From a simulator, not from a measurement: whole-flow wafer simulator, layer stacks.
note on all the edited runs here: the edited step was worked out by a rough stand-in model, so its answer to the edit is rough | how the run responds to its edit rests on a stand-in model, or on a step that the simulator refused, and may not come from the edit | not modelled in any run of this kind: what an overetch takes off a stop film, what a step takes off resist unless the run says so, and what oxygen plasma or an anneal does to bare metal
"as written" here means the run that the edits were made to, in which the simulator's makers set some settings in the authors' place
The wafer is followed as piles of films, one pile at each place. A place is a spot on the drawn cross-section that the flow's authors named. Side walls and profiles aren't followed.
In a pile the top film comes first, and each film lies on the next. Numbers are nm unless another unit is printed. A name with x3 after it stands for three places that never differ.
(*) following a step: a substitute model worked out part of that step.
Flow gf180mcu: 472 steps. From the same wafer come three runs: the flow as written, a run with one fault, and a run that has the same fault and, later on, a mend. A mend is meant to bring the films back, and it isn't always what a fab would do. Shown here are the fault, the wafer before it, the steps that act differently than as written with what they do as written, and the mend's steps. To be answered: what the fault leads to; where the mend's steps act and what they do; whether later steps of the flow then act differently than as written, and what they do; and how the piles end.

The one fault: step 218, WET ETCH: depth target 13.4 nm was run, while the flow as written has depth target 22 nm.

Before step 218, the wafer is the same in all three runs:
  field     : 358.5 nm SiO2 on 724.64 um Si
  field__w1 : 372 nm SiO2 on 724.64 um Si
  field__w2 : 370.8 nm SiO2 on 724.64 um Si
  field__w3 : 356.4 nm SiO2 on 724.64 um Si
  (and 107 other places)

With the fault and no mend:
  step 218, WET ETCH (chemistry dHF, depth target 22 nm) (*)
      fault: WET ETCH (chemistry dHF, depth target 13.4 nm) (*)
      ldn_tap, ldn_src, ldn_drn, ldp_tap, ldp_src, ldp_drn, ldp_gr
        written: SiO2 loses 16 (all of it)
        fault: SiO2 loses 13.9
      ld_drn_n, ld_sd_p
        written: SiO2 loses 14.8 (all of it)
        fault: SiO2 loses 13.6
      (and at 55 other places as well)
  Later steps of the flow acting differently than as written (not shown: 5 more steps that differ only slightly, by at most 2% or 0.5 nm, whichever is larger):
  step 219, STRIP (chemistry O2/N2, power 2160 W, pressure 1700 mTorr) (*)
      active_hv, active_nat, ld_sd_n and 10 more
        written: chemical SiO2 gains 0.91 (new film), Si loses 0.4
        fault: nothing
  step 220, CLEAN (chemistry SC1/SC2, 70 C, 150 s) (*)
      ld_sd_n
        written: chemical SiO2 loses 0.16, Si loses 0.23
        fault: SiO2 loses 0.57 (all of it)
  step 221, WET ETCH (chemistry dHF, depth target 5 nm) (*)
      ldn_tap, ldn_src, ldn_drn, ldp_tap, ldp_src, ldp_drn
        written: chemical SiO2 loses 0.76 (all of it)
        fault: SiO2 loses 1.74 (all of it)
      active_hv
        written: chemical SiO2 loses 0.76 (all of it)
        fault: SiO2 loses 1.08 (all of it)
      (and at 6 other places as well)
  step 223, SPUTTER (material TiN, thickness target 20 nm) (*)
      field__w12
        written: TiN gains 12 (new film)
        fault: TiN gains 12.9 (new film)
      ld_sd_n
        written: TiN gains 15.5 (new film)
        fault: TiN gains 16.2 (new film)
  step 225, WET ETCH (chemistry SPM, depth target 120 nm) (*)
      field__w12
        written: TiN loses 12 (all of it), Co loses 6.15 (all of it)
        fault: TiN loses 12.9 (all of it), Co loses 6.33 (all of it)
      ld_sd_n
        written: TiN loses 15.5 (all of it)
        fault: TiN loses 16.2 (all of it)
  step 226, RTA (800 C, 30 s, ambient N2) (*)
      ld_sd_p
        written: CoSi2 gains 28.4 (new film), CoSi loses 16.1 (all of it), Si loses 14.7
        fault: CoSi2 gains 29 (new film), CoSi loses 16.5 (all of it), Si loses 15
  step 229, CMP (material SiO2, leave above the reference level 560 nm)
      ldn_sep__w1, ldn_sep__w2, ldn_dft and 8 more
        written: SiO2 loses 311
        fault: SiO2 loses 320.5
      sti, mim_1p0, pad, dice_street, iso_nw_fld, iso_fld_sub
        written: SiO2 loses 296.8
        fault: SiO2 loses 306.3
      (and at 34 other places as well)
  By the end, the piles at ld_sd_p depart from the flow's by more than 2% or 0.5 nm, whichever is larger.
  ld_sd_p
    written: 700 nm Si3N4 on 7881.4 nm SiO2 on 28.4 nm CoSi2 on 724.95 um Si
    fault: 700 nm Si3N4 on 7880.8 nm SiO2 on 29 nm CoSi2 on 724.95 um Si

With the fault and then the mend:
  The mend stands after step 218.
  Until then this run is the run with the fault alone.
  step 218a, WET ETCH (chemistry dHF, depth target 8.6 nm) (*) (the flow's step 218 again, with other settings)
      field, field__w1, field__w2 and 47 more
        SiO2 loses 8.6
      ldn_tap, ldn_src, ldn_drn, ldp_tap, ldp_src, ldp_drn, ldp_gr
        SiO2 loses 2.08 (all of it)
      active_hv
        SiO2 loses 1.42 (all of it)
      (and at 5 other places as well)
  Every later step of the flow that is run acts as written, at every place that is followed, to within 2% or 0.5 nm, whichever is larger.
  When the end is reached, the piles differ only a little from the flow's at the places that both follow, at most by 2% or 0.5 nm, whichever is larger.
